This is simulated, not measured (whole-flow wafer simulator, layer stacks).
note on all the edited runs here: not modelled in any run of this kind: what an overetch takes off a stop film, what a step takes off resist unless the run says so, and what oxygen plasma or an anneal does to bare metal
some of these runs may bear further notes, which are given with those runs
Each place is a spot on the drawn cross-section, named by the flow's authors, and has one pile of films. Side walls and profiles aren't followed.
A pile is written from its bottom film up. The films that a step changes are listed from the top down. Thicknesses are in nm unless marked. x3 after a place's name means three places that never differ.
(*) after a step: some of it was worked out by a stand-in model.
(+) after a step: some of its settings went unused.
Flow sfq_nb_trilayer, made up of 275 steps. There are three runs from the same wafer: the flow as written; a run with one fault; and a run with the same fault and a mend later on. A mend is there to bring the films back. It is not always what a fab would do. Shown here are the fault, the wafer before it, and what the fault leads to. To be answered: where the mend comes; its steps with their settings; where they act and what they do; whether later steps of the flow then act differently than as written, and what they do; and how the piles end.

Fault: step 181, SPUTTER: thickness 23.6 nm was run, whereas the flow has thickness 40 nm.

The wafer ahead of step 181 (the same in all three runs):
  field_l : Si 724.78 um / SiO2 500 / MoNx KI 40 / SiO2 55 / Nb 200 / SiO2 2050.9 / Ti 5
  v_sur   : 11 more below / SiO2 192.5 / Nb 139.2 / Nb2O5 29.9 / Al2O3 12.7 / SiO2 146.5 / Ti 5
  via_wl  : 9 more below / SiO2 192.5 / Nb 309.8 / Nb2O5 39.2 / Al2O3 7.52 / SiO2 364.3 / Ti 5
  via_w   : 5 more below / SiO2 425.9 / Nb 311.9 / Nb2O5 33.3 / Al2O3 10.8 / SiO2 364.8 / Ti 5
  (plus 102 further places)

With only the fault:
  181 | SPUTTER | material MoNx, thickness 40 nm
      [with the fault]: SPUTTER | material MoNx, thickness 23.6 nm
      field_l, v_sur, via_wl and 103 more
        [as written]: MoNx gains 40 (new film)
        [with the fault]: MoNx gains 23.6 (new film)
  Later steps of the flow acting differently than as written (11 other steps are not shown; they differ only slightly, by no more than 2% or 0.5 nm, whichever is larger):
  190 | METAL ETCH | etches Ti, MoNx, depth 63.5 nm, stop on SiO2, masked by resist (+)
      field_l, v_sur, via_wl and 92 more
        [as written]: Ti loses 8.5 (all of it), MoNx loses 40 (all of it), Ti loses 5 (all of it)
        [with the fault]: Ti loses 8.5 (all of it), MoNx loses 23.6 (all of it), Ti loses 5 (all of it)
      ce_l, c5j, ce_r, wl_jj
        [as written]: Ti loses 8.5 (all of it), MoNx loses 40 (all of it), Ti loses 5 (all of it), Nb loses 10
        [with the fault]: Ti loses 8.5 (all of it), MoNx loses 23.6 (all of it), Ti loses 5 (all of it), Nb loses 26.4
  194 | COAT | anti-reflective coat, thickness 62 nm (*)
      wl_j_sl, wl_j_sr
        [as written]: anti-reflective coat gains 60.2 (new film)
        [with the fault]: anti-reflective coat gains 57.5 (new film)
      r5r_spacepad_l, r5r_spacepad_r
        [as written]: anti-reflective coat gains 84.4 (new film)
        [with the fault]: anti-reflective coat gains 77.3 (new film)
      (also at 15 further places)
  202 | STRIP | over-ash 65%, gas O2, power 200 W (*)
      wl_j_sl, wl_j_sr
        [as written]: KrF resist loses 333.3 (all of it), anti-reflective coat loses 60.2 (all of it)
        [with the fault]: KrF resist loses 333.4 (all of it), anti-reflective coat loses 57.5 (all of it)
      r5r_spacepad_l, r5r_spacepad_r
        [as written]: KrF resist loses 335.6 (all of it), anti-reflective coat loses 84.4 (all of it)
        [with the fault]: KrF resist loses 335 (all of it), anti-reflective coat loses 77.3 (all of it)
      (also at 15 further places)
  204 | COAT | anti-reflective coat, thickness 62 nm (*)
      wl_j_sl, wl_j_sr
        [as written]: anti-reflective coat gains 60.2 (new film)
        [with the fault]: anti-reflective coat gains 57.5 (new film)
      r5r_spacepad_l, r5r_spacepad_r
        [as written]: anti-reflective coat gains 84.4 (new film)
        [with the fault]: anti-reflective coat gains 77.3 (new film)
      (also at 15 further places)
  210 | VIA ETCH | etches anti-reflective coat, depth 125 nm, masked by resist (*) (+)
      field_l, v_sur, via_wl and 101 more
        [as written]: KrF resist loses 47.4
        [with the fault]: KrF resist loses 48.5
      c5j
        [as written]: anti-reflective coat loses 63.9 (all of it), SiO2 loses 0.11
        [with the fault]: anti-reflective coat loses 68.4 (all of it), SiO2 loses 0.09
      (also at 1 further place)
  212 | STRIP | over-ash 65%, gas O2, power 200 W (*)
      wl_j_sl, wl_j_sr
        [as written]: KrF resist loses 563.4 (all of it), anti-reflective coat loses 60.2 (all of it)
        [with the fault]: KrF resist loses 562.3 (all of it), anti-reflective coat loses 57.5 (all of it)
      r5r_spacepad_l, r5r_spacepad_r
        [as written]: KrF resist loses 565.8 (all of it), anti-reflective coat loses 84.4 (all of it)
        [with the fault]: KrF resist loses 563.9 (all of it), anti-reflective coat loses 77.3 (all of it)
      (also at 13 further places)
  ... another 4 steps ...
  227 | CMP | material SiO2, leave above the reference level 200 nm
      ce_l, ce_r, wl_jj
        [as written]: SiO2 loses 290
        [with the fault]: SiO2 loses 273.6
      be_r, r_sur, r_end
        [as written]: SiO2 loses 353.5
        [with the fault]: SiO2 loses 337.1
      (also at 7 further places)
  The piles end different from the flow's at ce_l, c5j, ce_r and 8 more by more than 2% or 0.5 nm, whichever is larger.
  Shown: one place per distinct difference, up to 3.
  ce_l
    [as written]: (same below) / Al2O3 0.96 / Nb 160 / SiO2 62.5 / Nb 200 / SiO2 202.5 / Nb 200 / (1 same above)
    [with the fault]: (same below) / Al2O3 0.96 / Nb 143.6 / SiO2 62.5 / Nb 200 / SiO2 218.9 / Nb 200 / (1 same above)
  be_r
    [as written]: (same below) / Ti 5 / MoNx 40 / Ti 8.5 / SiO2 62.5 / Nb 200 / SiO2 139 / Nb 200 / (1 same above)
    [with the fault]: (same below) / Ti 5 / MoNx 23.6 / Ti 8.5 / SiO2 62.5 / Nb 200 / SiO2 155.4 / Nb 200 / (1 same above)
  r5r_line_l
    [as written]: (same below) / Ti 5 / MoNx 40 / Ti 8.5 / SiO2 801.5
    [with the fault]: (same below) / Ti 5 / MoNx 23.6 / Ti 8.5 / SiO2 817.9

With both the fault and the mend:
  The mend follows step 181.
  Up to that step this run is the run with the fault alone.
  181a | SPUTTER | material MoNx, thickness 16.4 nm (the flow's step 181, run once more with other settings)
      field_l, v_sur, via_wl and 103 more
        MoNx gains 16.4
  Later steps of the flow that are run all act as written at every place that is followed.
  By the end, the piles equal the flow's at every place that both follow.
